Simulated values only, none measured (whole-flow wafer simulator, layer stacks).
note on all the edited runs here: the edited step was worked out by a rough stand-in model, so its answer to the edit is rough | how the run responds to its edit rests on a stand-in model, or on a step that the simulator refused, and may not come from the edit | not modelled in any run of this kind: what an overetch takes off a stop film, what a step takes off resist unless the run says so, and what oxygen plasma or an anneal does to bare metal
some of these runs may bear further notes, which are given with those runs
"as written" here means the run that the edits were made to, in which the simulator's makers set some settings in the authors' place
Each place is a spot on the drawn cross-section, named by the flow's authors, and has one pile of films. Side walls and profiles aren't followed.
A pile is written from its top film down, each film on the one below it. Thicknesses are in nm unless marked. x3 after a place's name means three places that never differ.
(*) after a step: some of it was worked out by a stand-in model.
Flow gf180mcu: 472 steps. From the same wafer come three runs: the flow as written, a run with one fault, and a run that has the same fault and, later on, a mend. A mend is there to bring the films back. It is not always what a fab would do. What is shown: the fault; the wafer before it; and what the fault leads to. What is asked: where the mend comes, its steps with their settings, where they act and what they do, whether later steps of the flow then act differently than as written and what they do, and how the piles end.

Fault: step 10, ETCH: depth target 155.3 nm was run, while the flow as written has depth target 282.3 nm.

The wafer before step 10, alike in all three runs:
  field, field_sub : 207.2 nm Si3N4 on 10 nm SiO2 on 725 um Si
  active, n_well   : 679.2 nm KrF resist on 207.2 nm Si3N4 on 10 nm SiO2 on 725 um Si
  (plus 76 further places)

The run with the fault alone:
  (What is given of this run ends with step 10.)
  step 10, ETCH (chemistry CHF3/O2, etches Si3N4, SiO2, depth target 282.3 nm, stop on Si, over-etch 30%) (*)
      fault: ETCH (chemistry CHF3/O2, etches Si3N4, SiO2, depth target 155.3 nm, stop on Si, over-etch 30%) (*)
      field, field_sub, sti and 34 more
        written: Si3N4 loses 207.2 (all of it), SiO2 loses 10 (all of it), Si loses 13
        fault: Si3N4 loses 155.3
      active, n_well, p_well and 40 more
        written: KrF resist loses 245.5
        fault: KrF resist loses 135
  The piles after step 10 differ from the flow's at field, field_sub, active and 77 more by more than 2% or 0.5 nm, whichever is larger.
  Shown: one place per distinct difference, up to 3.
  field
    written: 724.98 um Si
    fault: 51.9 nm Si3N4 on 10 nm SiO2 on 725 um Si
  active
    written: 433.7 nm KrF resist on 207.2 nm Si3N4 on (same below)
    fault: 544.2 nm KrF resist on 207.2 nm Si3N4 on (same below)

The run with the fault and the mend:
  The mend follows step 10.
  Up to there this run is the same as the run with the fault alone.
  step 10a, ETCH (chemistry CHF3/O2, etches Si3N4, SiO2, depth target 127 nm, stop on Si, over-etch 30%) (*) (a further turn of the flow's step 10, with different settings)
      active, n_well, p_well and 40 more
        KrF resist loses 110.5
      field, field_sub, sti and 34 more
        Si3N4 loses 51.9 (all of it), SiO2 loses 10 (all of it), Si loses 13
  Later steps of the flow that are run all act as written at every place that is followed.
  At every place that both follow, the piles at the end match the flow's.
